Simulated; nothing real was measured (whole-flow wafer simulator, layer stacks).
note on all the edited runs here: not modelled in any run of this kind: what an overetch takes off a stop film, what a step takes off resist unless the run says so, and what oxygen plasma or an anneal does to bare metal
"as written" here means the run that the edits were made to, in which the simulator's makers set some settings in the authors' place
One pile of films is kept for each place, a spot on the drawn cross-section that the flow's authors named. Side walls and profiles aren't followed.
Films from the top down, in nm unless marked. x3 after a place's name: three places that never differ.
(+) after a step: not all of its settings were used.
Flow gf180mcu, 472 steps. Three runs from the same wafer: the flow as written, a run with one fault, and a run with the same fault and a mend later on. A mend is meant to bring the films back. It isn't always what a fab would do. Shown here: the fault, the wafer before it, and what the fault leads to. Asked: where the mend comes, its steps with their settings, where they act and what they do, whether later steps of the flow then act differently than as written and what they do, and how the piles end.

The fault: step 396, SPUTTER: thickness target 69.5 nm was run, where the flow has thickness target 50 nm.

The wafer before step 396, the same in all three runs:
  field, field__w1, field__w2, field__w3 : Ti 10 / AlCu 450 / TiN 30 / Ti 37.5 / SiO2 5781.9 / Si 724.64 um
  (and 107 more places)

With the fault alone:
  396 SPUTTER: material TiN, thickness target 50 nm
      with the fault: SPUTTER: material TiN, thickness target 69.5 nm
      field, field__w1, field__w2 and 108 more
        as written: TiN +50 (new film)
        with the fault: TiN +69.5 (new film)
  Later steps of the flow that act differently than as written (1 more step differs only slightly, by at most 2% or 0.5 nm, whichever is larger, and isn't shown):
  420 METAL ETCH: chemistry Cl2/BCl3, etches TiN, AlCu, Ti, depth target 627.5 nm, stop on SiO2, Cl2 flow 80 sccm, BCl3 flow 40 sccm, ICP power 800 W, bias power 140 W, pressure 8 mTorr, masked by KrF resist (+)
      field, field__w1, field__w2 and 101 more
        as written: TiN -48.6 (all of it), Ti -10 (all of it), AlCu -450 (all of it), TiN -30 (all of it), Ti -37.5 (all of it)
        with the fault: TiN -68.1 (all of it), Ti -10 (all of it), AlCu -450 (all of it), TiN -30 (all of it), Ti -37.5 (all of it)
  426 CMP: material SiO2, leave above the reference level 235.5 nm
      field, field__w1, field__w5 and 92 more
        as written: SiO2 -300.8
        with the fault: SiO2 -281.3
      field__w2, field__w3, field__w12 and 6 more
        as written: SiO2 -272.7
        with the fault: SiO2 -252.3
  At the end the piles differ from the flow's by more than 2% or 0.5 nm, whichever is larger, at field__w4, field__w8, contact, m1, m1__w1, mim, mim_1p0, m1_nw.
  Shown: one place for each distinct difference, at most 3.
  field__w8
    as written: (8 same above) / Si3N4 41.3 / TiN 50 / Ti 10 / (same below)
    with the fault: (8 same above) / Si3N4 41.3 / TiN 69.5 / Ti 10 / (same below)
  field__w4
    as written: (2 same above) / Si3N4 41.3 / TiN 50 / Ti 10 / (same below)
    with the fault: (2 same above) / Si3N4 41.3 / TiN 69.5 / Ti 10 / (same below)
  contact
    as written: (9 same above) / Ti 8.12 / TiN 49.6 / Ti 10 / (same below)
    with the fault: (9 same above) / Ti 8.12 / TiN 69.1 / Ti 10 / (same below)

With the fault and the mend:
  The mend comes after step 396.
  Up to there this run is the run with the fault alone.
  396a METAL ETCH: chemistry Cl2/BCl3, etches TiN, AlCu, Ti, depth target 19.5 nm, Cl2 flow 80 sccm, BCl3 flow 40 sccm, ICP power 800 W, bias power 140 W, pressure 8 mTorr (the flow's step 260 once more, with other settings)
      field, field__w1, field__w2 and 108 more
        TiN -19.5
  No later step of the flow acts differently than as written at any place that is followed.
  At the end the piles are the same as the flow's at every place that both follow.
